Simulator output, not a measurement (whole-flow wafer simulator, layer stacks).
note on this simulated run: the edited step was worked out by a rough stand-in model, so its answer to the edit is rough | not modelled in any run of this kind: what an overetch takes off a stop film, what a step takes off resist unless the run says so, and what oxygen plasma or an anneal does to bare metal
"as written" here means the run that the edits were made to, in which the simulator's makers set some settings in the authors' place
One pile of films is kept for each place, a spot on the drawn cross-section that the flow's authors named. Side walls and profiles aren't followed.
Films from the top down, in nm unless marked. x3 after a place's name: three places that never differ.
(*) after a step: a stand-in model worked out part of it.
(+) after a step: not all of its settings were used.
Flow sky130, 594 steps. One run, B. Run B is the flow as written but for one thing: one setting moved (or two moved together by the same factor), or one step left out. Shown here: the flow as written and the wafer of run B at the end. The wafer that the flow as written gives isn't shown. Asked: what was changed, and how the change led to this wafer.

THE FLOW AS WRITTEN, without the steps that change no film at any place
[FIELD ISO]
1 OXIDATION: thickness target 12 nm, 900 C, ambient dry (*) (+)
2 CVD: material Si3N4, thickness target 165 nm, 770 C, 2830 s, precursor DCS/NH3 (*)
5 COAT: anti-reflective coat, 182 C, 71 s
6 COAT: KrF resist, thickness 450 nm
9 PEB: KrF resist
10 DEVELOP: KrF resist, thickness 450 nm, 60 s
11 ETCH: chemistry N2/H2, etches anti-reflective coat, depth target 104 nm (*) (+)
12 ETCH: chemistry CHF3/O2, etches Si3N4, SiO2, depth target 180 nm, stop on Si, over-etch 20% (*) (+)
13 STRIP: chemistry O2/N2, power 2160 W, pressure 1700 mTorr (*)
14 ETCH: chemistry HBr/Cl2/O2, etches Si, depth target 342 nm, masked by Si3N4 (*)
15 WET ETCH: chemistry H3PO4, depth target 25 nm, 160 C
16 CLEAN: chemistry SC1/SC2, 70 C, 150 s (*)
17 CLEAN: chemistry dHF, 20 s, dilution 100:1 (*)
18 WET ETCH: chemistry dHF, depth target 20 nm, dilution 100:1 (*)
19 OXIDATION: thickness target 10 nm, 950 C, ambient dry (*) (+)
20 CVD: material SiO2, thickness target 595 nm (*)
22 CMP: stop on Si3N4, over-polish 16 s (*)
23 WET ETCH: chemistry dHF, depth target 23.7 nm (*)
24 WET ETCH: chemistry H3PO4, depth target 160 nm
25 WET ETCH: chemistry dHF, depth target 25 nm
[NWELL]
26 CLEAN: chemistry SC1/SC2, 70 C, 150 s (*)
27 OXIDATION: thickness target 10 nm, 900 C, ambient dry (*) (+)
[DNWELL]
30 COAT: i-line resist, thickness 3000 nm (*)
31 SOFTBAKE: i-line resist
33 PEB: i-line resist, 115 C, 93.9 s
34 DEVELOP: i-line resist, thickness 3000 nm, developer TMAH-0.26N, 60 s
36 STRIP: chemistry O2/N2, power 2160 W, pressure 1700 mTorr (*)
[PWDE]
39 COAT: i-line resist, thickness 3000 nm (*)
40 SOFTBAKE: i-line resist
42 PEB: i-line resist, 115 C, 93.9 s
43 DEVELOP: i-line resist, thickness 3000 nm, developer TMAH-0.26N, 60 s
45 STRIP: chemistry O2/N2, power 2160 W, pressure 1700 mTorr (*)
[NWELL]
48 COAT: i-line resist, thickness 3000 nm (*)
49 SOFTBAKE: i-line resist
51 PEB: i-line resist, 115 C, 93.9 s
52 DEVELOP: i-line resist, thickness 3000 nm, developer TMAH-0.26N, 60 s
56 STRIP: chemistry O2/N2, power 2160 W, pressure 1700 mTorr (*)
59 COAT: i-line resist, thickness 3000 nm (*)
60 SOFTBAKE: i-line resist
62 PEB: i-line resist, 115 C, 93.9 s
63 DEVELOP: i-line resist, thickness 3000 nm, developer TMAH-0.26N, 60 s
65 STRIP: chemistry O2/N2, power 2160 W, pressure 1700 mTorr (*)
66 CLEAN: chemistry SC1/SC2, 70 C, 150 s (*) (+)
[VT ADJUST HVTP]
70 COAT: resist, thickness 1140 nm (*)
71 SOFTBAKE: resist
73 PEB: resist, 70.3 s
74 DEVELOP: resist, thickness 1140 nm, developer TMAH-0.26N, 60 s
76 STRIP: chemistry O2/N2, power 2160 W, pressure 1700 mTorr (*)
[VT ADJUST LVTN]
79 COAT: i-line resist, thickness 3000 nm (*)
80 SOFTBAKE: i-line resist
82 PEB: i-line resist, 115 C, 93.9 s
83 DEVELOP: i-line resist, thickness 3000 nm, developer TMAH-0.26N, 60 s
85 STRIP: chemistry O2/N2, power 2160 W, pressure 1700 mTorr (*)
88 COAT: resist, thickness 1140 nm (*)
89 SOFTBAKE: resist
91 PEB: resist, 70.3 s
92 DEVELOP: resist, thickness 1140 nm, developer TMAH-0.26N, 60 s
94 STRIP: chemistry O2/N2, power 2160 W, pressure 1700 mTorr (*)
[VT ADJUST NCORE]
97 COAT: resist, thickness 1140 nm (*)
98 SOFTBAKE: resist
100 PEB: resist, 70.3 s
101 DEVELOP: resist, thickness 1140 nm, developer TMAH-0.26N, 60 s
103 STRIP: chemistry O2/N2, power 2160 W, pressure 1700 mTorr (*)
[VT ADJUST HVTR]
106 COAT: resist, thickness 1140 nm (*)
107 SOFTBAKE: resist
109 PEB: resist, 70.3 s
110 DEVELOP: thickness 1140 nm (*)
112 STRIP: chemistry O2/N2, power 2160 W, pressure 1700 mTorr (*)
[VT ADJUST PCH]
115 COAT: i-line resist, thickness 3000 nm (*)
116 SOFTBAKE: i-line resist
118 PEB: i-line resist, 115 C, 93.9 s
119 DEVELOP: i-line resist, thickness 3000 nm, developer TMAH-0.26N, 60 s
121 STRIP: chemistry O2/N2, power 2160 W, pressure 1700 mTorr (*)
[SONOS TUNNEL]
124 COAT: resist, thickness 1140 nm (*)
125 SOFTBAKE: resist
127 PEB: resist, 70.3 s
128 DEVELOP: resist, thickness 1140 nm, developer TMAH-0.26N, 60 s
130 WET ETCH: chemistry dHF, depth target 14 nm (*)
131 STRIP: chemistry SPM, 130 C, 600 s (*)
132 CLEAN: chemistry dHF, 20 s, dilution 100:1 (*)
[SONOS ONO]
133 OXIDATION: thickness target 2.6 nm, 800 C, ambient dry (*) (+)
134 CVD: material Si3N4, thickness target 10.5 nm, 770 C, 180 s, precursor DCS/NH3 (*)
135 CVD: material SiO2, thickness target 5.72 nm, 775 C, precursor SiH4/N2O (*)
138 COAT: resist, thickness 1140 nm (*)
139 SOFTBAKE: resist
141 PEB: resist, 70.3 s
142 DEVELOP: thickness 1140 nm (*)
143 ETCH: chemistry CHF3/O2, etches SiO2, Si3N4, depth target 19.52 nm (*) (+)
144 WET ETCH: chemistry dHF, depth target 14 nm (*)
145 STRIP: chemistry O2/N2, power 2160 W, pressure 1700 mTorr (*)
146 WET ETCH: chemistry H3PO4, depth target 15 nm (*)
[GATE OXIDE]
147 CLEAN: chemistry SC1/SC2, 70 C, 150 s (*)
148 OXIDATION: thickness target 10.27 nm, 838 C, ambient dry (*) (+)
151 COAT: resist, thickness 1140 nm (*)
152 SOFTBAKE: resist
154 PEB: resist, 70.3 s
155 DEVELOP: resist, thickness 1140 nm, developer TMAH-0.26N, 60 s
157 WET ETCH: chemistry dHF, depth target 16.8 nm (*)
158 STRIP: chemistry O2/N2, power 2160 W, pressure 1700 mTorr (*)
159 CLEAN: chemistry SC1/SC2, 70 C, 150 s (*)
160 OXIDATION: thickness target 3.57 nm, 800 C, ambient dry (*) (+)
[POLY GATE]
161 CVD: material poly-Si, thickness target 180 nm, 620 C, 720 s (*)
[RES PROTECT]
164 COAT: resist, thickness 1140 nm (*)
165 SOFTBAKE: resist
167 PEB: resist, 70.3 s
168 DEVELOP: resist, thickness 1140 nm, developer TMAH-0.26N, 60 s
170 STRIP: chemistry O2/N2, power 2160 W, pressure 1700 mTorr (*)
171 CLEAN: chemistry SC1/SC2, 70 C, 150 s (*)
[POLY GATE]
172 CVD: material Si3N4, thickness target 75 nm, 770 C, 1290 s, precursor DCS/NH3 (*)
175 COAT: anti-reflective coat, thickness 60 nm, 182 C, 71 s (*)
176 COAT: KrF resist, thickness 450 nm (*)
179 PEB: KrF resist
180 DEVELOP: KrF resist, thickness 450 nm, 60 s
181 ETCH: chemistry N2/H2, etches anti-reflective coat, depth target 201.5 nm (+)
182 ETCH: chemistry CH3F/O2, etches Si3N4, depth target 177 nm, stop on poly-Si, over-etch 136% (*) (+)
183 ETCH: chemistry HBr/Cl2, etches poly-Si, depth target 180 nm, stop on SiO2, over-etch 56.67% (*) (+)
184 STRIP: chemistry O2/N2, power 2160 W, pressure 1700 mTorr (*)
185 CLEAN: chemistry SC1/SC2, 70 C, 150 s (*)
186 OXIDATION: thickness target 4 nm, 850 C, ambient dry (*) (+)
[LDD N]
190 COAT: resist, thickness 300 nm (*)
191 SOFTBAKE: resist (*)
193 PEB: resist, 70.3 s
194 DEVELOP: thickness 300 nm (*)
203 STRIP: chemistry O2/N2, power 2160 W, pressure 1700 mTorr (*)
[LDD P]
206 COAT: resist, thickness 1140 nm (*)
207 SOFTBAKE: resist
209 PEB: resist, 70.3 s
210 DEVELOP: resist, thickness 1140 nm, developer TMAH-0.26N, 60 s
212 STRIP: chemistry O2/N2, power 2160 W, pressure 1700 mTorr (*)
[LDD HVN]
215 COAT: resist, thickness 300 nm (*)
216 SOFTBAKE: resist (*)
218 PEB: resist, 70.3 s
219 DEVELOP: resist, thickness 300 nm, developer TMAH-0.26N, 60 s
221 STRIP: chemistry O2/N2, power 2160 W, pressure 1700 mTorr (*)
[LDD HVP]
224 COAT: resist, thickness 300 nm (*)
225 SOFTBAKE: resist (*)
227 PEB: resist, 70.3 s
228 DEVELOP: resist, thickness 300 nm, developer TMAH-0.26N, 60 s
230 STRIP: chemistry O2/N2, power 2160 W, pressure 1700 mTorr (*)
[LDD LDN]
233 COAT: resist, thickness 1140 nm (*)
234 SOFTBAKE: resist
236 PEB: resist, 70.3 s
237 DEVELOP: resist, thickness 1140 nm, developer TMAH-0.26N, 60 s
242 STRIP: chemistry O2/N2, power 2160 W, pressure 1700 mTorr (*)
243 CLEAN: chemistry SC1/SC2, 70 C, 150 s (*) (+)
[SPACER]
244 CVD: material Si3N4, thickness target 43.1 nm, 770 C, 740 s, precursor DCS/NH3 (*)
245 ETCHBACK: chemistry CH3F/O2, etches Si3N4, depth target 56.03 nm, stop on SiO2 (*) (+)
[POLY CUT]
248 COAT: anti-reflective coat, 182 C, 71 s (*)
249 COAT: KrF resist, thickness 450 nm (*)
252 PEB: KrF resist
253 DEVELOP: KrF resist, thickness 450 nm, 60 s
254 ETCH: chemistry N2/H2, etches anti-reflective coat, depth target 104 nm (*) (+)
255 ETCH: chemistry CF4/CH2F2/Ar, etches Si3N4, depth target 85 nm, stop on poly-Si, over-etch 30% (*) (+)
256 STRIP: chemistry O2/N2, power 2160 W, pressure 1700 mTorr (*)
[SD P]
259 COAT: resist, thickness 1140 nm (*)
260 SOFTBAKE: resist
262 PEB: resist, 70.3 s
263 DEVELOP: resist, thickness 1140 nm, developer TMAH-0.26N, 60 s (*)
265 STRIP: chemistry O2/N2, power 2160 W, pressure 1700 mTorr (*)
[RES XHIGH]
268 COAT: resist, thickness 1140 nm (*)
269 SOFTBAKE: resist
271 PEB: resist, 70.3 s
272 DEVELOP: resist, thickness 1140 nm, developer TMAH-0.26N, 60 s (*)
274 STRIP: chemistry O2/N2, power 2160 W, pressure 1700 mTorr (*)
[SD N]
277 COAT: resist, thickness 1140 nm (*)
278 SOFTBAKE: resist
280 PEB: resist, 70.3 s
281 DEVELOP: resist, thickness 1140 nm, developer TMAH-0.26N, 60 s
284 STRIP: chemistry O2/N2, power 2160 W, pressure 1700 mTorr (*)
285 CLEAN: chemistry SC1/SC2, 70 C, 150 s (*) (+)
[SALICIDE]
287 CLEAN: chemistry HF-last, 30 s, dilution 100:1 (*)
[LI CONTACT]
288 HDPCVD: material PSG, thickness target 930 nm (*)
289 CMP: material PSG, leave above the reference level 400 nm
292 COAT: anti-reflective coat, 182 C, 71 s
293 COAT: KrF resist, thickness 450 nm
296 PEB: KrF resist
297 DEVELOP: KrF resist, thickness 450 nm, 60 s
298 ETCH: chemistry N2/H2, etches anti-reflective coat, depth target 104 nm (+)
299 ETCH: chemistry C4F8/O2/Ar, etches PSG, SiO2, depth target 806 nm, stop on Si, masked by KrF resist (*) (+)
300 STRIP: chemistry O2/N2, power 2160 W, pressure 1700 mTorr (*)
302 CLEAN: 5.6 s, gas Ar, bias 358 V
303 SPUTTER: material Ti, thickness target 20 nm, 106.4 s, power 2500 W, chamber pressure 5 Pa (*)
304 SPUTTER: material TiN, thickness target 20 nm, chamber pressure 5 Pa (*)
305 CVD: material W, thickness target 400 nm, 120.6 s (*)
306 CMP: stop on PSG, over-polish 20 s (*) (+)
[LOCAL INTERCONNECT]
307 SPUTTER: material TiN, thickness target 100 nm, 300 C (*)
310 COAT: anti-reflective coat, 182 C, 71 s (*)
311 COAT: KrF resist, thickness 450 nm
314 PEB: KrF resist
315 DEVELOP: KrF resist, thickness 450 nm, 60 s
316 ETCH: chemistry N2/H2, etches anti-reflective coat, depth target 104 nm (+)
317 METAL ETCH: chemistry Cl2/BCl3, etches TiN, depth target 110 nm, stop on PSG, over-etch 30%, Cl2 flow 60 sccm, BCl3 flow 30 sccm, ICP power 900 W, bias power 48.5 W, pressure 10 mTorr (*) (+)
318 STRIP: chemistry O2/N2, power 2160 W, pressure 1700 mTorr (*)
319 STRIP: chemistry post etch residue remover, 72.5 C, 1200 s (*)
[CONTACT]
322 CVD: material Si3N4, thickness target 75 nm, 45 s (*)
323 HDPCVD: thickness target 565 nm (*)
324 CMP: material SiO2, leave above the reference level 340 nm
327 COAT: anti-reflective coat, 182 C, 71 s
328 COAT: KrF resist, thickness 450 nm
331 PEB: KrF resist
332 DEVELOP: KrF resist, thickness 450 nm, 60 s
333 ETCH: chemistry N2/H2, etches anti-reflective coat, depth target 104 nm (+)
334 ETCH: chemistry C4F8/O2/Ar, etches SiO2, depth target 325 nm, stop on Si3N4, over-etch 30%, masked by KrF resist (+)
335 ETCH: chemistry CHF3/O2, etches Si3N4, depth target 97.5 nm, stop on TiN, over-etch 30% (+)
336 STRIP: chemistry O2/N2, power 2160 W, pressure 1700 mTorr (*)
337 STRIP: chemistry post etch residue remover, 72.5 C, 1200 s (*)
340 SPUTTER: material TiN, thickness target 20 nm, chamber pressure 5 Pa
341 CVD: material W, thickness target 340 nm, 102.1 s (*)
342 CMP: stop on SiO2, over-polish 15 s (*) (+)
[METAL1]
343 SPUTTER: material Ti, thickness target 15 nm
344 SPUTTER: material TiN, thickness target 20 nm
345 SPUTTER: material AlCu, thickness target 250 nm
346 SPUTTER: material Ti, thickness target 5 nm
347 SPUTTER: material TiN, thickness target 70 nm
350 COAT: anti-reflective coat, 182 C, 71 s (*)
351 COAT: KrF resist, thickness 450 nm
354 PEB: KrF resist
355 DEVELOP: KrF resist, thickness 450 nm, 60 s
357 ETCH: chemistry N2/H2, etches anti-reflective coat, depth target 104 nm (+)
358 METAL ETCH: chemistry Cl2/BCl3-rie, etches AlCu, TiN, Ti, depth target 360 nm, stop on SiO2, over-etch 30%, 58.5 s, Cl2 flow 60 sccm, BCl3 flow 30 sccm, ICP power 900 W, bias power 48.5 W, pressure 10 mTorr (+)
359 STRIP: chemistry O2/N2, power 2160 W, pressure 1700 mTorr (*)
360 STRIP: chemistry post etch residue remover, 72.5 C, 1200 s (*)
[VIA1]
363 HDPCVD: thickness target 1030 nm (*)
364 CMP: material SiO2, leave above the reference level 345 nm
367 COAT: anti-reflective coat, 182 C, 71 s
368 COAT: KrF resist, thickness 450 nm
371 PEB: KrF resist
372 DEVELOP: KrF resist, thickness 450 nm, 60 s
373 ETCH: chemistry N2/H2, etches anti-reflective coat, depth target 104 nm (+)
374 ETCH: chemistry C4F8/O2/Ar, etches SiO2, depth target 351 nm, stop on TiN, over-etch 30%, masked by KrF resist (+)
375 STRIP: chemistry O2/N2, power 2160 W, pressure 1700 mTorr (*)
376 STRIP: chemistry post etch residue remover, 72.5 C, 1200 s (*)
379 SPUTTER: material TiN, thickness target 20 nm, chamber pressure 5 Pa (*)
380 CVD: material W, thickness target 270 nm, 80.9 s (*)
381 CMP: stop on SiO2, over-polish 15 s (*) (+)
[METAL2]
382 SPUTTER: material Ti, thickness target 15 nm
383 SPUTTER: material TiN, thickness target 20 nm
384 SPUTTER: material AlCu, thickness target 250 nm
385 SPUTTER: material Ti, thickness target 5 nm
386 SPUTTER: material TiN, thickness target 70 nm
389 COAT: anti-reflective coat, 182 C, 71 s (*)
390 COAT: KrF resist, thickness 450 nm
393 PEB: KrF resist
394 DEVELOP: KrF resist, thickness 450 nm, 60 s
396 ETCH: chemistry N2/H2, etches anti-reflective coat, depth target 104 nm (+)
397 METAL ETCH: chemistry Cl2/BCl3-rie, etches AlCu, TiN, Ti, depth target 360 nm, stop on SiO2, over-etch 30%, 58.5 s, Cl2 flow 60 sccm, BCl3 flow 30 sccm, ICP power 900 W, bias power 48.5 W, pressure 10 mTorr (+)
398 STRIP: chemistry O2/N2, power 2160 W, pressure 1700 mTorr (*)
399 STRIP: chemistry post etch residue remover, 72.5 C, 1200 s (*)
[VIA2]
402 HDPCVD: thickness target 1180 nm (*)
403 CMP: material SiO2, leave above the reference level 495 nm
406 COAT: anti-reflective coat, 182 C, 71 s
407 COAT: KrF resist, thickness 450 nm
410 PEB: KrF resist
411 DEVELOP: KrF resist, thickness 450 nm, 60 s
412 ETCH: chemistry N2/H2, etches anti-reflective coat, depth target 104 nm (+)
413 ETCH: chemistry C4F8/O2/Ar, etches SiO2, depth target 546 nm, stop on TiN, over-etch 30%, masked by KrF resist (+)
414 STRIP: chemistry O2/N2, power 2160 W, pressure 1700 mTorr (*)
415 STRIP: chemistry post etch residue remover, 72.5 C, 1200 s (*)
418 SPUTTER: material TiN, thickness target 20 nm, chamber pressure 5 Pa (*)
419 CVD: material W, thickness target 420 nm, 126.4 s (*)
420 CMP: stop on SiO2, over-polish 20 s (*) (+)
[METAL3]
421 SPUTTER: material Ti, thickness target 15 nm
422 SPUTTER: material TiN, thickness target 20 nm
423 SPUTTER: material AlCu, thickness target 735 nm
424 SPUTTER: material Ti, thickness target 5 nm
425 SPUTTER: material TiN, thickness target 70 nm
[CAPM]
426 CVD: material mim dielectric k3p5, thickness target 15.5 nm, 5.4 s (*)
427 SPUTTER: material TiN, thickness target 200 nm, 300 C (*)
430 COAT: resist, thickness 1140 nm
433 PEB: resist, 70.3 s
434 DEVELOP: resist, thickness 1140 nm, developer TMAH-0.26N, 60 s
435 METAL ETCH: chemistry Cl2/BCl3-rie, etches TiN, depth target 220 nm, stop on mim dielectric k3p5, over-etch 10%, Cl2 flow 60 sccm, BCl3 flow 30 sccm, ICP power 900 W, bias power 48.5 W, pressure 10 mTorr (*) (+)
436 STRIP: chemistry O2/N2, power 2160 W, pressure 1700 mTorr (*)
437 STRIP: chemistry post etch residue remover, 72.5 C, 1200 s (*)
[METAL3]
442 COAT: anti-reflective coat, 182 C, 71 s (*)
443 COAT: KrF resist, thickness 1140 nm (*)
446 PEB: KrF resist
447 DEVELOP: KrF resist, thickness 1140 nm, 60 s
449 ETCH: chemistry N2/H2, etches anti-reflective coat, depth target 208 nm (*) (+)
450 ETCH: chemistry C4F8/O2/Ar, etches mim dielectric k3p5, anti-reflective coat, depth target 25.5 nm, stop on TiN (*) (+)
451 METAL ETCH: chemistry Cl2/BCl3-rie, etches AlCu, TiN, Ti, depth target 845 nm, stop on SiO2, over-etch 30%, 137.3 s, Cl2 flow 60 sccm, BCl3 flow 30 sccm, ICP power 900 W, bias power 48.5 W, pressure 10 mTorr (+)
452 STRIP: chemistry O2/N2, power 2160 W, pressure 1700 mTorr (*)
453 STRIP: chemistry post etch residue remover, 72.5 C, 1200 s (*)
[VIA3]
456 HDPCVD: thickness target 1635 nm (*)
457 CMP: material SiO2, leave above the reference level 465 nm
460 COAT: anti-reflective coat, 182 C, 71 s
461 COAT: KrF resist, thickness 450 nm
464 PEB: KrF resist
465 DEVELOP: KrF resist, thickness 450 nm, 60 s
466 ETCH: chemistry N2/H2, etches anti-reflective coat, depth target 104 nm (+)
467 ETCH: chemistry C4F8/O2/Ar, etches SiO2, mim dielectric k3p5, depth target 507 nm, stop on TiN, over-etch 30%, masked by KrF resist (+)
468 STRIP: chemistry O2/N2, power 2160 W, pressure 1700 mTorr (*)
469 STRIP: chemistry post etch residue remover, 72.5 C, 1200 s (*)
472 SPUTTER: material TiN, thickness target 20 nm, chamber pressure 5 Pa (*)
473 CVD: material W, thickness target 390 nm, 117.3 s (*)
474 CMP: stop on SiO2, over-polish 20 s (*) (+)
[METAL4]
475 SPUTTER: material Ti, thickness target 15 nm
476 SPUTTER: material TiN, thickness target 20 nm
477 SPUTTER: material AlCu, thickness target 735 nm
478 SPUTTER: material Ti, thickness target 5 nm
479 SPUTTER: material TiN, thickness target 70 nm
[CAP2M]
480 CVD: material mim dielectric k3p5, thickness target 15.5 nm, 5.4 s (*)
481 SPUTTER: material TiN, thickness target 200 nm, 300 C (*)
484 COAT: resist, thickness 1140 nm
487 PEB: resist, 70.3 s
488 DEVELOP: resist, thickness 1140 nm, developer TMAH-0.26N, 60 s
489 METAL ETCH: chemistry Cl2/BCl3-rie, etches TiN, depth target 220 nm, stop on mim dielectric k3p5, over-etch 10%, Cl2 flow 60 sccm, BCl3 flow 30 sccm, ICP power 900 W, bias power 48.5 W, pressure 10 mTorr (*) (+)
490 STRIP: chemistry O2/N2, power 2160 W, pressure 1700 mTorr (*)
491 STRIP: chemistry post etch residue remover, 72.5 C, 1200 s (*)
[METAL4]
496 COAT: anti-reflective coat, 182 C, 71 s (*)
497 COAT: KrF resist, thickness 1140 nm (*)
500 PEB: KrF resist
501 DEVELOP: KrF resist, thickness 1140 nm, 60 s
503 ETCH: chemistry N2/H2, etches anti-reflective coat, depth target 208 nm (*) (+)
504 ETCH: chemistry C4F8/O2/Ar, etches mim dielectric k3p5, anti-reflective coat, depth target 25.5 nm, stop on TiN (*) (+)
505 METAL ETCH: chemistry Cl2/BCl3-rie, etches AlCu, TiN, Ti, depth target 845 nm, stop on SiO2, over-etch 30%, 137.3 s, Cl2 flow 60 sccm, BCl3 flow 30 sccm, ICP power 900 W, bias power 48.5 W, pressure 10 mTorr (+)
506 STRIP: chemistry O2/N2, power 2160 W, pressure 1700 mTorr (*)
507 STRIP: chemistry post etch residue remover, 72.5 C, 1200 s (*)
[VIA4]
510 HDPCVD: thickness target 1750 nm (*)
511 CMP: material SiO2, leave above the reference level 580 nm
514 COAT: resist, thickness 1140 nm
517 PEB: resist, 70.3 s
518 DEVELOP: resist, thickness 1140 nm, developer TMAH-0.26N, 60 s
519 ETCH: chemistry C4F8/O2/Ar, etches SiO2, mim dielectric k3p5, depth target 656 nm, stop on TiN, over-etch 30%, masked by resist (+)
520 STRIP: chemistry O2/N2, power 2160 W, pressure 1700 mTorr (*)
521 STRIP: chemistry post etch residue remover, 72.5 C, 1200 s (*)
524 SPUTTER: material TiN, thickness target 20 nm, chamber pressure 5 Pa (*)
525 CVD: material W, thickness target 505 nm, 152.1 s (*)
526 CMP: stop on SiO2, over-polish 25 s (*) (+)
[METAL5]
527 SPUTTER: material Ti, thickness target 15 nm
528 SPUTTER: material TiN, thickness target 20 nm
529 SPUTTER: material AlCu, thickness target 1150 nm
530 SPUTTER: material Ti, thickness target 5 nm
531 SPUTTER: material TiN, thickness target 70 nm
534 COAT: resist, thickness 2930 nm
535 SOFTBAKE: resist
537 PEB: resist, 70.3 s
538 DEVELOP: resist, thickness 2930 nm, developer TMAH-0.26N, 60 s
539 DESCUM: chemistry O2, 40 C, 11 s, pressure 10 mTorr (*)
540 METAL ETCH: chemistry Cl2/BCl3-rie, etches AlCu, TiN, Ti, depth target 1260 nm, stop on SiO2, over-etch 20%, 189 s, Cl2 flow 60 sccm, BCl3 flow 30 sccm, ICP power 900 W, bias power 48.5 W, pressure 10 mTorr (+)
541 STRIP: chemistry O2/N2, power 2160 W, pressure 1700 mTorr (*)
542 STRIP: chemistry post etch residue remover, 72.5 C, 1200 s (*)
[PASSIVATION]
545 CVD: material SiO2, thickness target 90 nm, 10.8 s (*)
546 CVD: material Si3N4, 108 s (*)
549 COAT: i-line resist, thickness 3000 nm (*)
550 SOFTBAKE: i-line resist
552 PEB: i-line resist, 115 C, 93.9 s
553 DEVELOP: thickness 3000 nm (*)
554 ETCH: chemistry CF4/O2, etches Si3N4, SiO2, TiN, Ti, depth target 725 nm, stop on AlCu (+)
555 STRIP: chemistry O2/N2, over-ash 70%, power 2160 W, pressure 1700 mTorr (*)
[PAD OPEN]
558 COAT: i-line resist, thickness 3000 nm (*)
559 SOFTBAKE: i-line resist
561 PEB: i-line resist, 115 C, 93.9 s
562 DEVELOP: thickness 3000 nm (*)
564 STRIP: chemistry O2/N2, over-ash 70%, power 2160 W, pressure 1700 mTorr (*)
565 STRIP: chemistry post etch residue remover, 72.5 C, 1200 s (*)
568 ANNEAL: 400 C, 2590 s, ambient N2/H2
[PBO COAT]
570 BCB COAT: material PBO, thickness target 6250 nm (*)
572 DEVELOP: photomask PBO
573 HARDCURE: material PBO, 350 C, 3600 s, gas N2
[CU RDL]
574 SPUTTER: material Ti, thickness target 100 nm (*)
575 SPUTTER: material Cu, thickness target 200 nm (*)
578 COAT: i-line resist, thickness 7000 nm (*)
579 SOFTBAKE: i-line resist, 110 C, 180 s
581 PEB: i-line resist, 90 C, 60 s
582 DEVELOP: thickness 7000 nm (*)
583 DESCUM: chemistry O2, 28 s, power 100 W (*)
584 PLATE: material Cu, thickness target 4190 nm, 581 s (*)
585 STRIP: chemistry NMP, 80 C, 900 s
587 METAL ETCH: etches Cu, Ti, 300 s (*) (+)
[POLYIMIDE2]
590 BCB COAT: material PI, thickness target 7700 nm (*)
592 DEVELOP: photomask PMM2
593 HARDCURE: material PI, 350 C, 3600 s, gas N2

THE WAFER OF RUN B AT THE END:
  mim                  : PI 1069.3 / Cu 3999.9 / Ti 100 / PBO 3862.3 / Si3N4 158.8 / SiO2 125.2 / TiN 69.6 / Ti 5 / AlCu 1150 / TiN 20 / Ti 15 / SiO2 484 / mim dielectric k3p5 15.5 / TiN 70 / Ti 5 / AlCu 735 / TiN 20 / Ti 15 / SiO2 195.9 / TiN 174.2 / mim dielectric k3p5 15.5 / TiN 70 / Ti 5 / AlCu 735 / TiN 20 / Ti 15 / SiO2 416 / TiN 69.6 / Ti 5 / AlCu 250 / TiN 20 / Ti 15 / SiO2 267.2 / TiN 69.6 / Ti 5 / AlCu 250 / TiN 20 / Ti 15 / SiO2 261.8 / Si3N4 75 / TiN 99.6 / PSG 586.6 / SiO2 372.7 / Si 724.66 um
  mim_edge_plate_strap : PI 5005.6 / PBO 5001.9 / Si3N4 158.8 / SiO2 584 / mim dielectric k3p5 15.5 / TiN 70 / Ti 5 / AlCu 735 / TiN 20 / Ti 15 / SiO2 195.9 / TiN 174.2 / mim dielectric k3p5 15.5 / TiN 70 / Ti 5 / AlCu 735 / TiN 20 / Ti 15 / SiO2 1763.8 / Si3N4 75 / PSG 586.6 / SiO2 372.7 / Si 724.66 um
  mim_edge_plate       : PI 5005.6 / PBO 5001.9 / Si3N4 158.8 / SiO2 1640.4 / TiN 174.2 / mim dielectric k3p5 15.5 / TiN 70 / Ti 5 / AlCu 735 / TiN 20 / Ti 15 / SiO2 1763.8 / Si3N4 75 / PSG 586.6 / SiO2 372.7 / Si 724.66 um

The cause: step 427, SPUTTER: thickness target 175 nm was run, where the flow has thickness target 200 nm.

How the change led to this, step by step:
  427 SPUTTER: material TiN, thickness target 200 nm, 300 C (*)
      field, active, n_well and 188 more: TiN +175 (new film) (as written it would be: TiN +200 (new film))
  435 METAL ETCH: chemistry Cl2/BCl3-rie, etches TiN, depth target 220 nm, stop on mim dielectric k3p5, over-etch 10%, Cl2 flow 60 sccm, BCl3 flow 30 sccm, ICP power 900 W, bias power 48.5 W, pressure 10 mTorr (*) (+)
      field, active, n_well and 185 more: TiN -175 (all of it) (as written it would be: TiN -200 (all of it))
      mim, mim_edge_plate_strap, mim_edge_plate: resist -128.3 (as written it would be: resist -146.7)
  442 COAT: anti-reflective coat, 182 C, 71 s (*)
      rpm_encl, rpm_encl_psd, rpm_encl_urpm: anti-reflective coat +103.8 (new film) (as written it would be: anti-reflective coat +101.2 (new film))
      poly_licon, rpo_hd_licon: anti-reflective coat +64.3 (new film) (as written it would be: anti-reflective coat +57.6 (new film))
      (and at 4 more places)
  443 COAT: KrF resist, thickness 1140 nm (*)
      mim_edge_plate_strap, mim_edge_plate: KrF resist +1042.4 (new film) (as written it would be: KrF resist +1017.4 (new film))
      mim: KrF resist +1048.5 (new film) (as written it would be: KrF resist +1025.5 (new film))
  449 ETCH: chemistry N2/H2, etches anti-reflective coat, depth target 208 nm (*) (+)
      rpm_encl, rpm_encl_psd, rpm_encl_urpm: anti-reflective coat -103.8 (all of it) (as written it would be: anti-reflective coat -101.2 (all of it))
      poly_licon, rpo_hd_licon: anti-reflective coat -64.3 (all of it) (as written it would be: anti-reflective coat -57.6 (all of it))
      (and at 2 more places)
  452 STRIP: chemistry O2/N2, power 2160 W, pressure 1700 mTorr (*)
      mim_edge_plate_strap, mim_edge_plate: KrF resist -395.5 (all of it), anti-reflective coat -3 (all of it) (as written it would be: KrF resist -370.5 (all of it), anti-reflective coat -3 (all of it))
      mim: KrF resist -401.6 (all of it), anti-reflective coat -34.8 (all of it) (as written it would be: KrF resist -378.7 (all of it), anti-reflective coat -40.4 (all of it))
      (and at 1 more place)
